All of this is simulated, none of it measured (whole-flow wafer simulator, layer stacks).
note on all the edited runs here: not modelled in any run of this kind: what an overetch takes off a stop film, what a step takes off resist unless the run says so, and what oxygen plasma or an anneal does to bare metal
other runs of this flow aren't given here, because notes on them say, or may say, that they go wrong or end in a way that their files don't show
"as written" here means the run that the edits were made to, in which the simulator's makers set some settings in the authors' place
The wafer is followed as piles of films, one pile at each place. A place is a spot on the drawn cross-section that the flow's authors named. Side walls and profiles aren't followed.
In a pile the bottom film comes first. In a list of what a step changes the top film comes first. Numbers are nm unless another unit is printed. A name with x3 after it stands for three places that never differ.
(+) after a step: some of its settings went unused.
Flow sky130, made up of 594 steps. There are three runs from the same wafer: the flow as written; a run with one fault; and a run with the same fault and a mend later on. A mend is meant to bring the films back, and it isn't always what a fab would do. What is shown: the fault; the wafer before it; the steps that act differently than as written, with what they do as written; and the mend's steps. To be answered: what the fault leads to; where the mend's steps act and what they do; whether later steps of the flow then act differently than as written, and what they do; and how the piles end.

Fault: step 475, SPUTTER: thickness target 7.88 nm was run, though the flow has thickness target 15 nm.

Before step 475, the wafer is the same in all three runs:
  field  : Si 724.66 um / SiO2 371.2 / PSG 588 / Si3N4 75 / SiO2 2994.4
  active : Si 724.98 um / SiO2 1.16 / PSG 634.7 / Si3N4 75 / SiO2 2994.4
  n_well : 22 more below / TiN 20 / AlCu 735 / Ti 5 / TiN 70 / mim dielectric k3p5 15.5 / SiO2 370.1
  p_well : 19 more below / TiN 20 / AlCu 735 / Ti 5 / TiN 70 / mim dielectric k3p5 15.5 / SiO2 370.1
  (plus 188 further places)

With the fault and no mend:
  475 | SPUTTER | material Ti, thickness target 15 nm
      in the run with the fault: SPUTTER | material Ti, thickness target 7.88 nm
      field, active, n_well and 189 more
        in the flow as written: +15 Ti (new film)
        in the run with the fault: +7.88 Ti (new film)
  Steps later in the flow that act otherwise than as written (6 other steps are not shown; they differ only slightly, by no more than 2% or 0.5 nm, whichever is larger):
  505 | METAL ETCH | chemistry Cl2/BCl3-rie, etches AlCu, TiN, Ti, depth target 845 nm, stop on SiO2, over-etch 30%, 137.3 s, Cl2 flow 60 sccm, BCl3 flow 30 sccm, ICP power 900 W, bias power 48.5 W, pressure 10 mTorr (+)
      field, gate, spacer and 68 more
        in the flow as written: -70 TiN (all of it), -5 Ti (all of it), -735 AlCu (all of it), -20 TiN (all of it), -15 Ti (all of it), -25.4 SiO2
        in the run with the fault: -70 TiN (all of it), -5 Ti (all of it), -735 AlCu (all of it), -20 TiN (all of it), -7.88 Ti (all of it), -26.1 SiO2
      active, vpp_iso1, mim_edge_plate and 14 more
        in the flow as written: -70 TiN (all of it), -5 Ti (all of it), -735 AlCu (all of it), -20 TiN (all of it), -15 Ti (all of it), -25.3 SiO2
        in the run with the fault: -70 TiN (all of it), -5 Ti (all of it), -735 AlCu (all of it), -20 TiN (all of it), -7.88 Ti (all of it), -26.1 SiO2
  By the end, the piles at n_well, p_well, gate_hv and 102 more depart from the flow's by more than 2% or 0.5 nm, whichever is larger.
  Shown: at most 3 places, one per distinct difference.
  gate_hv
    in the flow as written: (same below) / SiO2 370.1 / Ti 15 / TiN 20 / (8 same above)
    in the run with the fault: (same below) / SiO2 370.1 / Ti 7.88 / TiN 20 / (8 same above)
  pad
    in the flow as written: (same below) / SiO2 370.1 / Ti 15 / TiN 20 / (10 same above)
    in the run with the fault: (same below) / SiO2 370.1 / Ti 7.88 / TiN 20 / (10 same above)
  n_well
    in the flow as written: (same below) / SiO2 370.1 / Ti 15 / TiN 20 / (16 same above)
    in the run with the fault: (same below) / SiO2 370.1 / Ti 7.88 / TiN 20 / (16 same above)

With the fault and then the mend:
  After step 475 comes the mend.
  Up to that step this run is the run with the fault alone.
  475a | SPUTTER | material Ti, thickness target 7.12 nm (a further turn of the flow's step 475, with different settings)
      field, active, n_well and 189 more
        +7.12 Ti
  None of the later steps of the flow acts differently than as written at any place that is followed.
  The piles end the same as the flow's at every place that both follow.
